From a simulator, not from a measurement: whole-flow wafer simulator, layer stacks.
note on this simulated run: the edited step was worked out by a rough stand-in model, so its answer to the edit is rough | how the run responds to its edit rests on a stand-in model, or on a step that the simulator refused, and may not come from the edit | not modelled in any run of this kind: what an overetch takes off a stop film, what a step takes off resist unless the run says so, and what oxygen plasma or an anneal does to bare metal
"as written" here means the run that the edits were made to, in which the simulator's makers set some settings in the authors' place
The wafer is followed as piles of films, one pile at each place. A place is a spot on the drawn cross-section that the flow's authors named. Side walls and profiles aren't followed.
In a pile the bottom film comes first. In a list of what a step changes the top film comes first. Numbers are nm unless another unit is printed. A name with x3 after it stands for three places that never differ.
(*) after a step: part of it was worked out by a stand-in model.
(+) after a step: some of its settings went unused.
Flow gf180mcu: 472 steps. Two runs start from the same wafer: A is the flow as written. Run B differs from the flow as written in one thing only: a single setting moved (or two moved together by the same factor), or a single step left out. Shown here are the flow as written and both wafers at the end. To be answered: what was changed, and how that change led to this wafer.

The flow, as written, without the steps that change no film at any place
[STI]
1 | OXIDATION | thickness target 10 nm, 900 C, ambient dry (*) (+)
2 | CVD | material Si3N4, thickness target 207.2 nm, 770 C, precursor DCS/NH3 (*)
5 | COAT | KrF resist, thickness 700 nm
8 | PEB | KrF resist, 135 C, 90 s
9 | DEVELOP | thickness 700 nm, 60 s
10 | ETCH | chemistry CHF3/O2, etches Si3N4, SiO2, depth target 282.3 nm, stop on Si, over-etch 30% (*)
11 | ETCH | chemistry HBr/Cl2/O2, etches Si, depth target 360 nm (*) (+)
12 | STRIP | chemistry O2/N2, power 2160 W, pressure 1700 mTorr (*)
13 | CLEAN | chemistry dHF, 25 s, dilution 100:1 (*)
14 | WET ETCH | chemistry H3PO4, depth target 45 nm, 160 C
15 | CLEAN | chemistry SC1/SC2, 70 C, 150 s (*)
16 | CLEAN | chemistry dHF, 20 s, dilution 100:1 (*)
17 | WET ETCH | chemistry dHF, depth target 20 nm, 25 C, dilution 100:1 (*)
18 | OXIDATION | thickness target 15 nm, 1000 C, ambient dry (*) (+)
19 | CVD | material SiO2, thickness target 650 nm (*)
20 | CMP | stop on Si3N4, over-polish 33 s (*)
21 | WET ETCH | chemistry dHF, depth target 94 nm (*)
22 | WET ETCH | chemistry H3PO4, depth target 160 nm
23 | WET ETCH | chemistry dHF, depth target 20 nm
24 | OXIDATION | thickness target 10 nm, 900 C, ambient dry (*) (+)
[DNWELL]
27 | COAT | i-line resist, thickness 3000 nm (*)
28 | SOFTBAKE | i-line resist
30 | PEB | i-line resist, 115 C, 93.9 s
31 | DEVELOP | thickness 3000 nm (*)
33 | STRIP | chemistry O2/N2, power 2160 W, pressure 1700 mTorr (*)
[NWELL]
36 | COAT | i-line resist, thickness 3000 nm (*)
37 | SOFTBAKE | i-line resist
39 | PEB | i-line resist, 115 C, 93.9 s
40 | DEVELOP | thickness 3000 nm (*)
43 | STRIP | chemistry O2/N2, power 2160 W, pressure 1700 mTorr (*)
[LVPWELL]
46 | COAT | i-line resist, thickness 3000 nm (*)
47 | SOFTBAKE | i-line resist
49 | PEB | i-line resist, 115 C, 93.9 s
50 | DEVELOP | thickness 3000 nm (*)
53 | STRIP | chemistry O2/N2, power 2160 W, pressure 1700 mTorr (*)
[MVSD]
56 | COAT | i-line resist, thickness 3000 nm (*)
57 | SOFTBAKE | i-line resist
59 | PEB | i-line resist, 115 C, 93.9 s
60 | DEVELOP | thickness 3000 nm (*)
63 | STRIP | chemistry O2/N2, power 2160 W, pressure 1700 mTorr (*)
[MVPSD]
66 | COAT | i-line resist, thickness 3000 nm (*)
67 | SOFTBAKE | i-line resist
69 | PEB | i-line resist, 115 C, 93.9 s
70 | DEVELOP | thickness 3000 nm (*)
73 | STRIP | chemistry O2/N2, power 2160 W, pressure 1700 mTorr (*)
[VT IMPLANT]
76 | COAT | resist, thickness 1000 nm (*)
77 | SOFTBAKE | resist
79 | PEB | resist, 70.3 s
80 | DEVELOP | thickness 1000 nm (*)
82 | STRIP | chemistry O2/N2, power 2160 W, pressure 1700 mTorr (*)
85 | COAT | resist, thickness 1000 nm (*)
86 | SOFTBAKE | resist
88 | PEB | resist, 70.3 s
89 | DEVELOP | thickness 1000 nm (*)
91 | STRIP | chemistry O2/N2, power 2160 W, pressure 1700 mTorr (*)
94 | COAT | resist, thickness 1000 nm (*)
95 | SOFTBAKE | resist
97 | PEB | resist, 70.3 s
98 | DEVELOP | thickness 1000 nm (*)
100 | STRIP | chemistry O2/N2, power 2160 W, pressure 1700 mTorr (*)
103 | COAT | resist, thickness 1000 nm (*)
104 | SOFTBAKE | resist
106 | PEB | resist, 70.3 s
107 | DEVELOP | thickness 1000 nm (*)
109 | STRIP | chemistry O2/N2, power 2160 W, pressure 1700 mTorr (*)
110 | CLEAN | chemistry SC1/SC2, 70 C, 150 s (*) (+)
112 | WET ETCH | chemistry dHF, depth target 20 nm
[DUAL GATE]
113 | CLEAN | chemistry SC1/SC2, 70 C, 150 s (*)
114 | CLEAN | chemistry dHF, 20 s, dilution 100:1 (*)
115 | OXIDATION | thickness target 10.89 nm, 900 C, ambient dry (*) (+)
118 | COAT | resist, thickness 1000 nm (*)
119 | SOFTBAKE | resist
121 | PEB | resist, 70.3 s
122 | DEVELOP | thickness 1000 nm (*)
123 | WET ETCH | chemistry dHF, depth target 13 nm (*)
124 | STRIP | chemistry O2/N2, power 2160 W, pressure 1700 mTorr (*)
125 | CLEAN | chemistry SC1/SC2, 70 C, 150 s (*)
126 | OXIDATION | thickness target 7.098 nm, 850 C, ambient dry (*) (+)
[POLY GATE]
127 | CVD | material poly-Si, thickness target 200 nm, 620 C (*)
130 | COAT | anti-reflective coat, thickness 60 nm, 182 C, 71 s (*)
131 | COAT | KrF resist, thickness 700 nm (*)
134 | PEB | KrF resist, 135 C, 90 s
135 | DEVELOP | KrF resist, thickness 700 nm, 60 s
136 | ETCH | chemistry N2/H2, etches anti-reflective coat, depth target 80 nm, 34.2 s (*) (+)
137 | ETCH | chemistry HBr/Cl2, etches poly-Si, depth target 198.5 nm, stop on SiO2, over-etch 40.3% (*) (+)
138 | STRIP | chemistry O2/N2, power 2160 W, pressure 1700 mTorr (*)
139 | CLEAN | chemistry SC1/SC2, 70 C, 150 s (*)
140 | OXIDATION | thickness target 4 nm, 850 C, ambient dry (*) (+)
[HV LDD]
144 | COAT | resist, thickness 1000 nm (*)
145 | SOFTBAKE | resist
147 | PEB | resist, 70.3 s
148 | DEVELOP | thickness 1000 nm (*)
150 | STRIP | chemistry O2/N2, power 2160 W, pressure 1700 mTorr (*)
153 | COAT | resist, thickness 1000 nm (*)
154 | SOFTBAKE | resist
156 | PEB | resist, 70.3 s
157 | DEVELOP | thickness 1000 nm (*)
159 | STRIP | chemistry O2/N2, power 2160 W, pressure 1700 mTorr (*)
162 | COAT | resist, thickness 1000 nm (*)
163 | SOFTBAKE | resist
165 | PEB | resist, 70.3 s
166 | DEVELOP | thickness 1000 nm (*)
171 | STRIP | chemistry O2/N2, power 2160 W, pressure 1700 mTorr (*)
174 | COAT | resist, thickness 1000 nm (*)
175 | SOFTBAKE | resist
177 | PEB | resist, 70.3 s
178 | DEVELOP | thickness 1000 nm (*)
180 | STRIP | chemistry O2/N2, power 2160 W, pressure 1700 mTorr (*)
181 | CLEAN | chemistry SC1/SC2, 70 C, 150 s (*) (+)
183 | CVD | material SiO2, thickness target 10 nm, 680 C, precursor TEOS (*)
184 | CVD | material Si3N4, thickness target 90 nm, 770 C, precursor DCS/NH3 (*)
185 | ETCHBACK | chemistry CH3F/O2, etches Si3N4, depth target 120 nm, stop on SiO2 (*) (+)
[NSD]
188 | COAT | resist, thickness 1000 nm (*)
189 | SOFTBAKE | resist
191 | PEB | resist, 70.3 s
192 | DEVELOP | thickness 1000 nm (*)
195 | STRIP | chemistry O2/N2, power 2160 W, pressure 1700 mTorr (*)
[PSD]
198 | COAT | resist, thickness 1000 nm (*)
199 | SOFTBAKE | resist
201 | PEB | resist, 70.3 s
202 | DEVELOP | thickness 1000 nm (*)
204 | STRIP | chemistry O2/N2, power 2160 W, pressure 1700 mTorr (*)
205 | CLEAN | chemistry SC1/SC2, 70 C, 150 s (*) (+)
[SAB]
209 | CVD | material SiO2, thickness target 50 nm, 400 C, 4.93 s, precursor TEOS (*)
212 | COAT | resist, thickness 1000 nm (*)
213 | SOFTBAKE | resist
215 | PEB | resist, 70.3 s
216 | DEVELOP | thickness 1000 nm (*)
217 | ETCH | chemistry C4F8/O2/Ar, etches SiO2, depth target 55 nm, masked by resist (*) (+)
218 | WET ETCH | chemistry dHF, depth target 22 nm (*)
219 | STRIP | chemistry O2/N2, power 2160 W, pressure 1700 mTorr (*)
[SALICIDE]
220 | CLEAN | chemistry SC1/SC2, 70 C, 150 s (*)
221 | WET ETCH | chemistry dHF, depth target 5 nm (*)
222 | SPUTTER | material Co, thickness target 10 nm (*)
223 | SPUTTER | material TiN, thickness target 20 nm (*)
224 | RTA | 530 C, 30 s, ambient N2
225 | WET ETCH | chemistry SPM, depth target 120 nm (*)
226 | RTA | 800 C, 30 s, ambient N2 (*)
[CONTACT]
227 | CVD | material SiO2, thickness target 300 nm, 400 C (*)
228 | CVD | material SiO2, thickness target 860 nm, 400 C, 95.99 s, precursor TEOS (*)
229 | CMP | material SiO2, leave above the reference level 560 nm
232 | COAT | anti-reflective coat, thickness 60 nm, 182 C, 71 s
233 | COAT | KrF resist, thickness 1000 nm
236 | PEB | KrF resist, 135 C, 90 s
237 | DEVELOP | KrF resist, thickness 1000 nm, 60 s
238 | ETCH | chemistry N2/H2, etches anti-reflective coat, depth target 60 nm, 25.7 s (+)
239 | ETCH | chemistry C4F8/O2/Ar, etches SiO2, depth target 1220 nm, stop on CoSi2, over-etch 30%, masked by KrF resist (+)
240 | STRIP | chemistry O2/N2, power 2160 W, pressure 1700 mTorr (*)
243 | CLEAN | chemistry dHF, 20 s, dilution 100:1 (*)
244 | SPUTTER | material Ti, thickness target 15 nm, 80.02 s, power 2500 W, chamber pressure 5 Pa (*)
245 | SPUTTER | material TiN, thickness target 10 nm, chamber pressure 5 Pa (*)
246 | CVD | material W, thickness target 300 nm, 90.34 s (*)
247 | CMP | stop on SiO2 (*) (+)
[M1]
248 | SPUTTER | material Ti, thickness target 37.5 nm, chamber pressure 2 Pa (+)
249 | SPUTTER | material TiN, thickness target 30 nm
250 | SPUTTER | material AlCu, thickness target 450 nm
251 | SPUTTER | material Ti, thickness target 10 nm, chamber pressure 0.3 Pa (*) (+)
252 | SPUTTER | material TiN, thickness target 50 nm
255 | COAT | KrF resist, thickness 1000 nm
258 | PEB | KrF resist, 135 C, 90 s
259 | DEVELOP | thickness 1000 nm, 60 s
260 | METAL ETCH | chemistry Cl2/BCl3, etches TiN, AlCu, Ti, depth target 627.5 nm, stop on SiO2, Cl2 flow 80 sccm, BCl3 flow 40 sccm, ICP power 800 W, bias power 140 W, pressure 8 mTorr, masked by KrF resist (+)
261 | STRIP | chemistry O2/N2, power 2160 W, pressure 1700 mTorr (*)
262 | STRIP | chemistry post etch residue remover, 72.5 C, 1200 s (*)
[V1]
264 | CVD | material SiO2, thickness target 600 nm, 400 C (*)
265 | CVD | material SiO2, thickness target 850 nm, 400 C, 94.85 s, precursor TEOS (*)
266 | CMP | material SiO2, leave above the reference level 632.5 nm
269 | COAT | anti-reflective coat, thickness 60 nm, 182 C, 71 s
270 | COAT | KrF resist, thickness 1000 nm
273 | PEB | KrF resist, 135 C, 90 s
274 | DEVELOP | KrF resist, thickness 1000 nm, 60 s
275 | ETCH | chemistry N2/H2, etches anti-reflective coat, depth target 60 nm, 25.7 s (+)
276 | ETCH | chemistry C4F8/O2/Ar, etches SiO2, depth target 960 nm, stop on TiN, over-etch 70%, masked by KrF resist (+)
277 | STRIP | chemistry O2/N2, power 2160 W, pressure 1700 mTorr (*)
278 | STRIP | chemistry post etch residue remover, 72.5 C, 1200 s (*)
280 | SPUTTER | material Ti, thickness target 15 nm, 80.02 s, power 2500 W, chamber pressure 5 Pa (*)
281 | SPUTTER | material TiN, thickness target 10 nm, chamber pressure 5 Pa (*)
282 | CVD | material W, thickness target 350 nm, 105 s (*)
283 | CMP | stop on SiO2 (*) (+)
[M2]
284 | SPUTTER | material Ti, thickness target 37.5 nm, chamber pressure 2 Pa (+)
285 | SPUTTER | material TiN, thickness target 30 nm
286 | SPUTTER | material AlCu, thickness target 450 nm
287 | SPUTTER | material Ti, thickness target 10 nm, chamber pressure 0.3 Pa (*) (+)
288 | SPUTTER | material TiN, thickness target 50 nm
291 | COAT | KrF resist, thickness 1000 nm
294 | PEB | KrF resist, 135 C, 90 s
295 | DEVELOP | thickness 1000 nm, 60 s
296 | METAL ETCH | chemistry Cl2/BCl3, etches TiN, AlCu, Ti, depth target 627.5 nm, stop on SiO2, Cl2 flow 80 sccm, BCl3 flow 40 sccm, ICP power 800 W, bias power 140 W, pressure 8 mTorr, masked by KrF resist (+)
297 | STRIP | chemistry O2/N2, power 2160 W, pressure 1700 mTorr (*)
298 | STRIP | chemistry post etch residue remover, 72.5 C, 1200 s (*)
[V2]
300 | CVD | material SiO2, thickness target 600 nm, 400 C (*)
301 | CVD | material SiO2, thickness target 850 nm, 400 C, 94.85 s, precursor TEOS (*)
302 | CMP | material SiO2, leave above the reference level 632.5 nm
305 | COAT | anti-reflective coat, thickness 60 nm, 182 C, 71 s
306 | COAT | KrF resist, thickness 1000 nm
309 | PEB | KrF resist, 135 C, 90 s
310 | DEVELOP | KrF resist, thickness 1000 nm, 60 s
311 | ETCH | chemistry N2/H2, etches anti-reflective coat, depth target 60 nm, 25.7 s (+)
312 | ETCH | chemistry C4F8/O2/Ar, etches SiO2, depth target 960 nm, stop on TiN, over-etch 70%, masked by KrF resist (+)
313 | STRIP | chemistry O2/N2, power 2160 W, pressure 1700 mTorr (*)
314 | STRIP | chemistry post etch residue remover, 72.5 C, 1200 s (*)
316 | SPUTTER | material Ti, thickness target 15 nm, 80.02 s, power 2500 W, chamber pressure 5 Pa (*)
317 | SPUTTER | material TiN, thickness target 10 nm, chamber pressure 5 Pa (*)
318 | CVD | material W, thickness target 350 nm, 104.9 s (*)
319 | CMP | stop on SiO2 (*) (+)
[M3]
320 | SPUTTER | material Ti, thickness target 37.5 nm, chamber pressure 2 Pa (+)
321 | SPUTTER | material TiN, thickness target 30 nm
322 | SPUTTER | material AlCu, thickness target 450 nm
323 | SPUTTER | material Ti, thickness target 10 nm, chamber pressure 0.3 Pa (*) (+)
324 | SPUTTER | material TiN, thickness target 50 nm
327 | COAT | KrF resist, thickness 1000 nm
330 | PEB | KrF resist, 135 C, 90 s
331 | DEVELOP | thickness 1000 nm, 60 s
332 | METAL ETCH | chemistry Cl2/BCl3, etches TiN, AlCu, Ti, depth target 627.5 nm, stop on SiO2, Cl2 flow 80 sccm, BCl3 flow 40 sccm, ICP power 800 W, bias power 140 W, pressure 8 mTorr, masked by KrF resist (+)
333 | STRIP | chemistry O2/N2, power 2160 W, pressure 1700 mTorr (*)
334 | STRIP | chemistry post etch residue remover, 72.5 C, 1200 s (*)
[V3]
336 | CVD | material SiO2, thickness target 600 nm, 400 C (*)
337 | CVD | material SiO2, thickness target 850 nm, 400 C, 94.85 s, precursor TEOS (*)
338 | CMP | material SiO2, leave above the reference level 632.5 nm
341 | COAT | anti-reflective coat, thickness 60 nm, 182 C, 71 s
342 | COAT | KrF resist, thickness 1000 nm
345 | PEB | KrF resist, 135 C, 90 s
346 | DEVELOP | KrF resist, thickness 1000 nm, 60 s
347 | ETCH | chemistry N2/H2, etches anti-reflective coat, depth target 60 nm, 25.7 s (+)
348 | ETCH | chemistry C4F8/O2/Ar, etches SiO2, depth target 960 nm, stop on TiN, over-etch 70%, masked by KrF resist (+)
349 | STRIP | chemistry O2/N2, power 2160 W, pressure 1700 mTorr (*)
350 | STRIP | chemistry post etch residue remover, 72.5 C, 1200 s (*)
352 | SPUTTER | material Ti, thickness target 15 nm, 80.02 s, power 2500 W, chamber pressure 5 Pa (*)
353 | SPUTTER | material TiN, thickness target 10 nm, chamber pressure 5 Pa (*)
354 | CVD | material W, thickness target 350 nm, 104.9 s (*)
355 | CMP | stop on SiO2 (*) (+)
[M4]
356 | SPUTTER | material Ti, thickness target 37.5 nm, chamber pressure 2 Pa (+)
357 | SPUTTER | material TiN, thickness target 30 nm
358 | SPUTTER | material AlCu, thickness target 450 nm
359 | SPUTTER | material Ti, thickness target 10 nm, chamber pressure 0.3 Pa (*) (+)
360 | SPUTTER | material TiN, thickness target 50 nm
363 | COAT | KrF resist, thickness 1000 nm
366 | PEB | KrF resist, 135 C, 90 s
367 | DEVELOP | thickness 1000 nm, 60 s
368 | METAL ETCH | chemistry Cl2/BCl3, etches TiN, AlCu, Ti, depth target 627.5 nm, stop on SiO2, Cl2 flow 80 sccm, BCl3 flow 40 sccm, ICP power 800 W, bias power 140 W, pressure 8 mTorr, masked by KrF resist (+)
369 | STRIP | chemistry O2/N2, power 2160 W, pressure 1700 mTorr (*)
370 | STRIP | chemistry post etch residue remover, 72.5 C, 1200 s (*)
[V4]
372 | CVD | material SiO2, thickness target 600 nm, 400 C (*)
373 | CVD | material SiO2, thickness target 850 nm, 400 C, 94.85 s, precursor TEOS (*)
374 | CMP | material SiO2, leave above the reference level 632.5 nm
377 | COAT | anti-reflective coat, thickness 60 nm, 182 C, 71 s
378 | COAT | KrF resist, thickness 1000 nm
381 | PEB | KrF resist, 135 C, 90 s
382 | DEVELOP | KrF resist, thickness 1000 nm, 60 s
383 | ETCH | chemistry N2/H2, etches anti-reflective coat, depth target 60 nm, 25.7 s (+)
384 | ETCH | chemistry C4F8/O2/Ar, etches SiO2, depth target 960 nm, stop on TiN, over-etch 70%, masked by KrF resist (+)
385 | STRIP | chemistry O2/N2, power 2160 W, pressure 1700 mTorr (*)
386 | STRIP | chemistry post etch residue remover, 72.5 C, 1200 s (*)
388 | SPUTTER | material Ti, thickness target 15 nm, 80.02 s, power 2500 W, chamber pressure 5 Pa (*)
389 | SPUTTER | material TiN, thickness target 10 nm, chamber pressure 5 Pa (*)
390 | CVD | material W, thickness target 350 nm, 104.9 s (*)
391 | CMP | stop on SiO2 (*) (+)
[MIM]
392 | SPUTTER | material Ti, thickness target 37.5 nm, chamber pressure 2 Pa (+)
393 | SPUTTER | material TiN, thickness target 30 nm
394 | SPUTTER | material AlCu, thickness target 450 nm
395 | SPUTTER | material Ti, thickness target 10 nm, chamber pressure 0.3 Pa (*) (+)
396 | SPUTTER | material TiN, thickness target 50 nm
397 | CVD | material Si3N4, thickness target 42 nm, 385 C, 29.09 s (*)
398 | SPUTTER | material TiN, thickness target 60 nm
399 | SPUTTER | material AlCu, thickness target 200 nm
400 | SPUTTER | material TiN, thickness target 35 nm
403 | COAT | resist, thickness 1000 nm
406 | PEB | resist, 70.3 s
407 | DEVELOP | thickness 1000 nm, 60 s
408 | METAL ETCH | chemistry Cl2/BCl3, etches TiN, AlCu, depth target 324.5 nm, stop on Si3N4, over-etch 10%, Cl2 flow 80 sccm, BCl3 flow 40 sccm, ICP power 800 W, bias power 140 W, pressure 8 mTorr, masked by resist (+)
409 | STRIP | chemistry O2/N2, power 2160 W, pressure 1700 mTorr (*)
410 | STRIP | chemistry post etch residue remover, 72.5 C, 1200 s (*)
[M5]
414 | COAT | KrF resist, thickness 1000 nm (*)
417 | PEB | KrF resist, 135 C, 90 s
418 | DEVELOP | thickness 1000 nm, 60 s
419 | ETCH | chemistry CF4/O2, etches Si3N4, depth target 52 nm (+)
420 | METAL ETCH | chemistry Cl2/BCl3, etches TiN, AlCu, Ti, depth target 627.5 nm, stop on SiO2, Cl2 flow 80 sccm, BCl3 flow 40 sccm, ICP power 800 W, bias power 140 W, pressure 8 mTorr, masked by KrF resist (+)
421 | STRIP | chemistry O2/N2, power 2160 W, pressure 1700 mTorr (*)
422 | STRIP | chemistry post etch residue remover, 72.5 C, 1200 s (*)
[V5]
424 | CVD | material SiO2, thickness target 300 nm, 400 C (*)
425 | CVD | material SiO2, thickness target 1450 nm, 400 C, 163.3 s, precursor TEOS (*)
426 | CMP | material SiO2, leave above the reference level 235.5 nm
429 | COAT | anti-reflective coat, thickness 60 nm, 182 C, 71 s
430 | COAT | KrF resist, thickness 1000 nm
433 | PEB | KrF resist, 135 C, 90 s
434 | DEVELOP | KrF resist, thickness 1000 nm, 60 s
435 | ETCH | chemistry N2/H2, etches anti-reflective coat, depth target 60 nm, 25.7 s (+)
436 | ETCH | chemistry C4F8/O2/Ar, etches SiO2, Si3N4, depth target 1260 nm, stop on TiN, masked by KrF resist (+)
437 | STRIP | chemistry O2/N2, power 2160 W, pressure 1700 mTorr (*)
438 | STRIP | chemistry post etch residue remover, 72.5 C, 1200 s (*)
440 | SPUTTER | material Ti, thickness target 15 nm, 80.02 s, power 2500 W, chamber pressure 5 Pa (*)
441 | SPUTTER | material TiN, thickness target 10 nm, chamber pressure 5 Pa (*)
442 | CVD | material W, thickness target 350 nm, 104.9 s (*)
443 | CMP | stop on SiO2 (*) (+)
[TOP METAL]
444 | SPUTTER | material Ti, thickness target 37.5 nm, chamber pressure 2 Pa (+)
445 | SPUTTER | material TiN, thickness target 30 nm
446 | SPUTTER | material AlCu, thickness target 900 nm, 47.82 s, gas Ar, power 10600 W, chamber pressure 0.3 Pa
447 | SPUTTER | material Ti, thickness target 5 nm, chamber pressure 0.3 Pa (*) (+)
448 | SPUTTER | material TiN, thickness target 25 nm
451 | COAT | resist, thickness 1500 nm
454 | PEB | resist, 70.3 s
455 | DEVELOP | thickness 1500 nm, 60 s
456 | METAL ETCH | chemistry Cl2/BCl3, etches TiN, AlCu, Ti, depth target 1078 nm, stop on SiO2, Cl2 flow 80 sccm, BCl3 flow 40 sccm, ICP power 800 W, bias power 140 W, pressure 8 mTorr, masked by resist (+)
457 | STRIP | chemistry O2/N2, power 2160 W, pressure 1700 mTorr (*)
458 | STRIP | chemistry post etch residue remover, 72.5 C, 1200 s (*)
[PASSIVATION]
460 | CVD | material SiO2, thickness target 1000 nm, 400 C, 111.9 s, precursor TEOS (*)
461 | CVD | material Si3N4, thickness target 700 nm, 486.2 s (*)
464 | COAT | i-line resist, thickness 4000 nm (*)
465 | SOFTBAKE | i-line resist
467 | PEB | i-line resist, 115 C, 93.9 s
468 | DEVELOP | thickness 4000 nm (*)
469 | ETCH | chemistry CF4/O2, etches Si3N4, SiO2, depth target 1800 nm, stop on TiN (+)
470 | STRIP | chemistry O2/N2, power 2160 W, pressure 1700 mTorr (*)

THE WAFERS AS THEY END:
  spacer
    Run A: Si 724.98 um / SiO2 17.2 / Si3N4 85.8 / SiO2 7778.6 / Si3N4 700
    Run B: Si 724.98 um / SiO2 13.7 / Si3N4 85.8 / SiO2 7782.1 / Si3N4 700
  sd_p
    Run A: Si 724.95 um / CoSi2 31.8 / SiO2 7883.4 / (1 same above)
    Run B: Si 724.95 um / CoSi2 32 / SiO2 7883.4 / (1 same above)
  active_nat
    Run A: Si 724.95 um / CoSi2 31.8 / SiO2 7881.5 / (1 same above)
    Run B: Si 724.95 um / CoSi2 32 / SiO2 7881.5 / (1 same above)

The reason: step 183, CVD: thickness target 6.5 nm was run, while the flow as written has thickness target 10 nm.

How this came from the change, step by step:
  183 | CVD | material SiO2, thickness target 10 nm, 680 C, precursor TEOS (*)
      field, field__w1, field__w2 and 99 more: A SiO2 gains 10 | B SiO2 gains 6.5
      ld_drift_p: A SiO2 gains 9.87 | B SiO2 gains 6.42
      (also at 1 further place)
  189 | SOFTBAKE | resist
      field: A resist gains 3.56 | B resist loses 0.36
      active_hv: A resist gains 2.68 | B resist loses 0.53
      (also at 3 further places)
  199 | SOFTBAKE | resist
      field: A resist gains 3.56 | B resist loses 0.36
      active_hv: A resist gains 2.68 | B resist loses 0.53
      (also at 3 further places)
  218 | WET ETCH | chemistry dHF, depth target 22 nm (*)
      gate, gate_hv, gate_p and 23 more: A SiO2 loses 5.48 (all of it) | B SiO2 loses 1.98 (all of it)
      active, p_well, sd_n, iso_ptap_pw, iso_ntap_nw, iso_ptap_sub, vpnp_e: A SiO2 loses 9.01 (all of it) | B SiO2 loses 5.51 (all of it)
      (also at 16 further places)
  229 | CMP | material SiO2, leave above the reference level 560 nm
      mim: A SiO2 loses 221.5 | B SiO2 loses 217
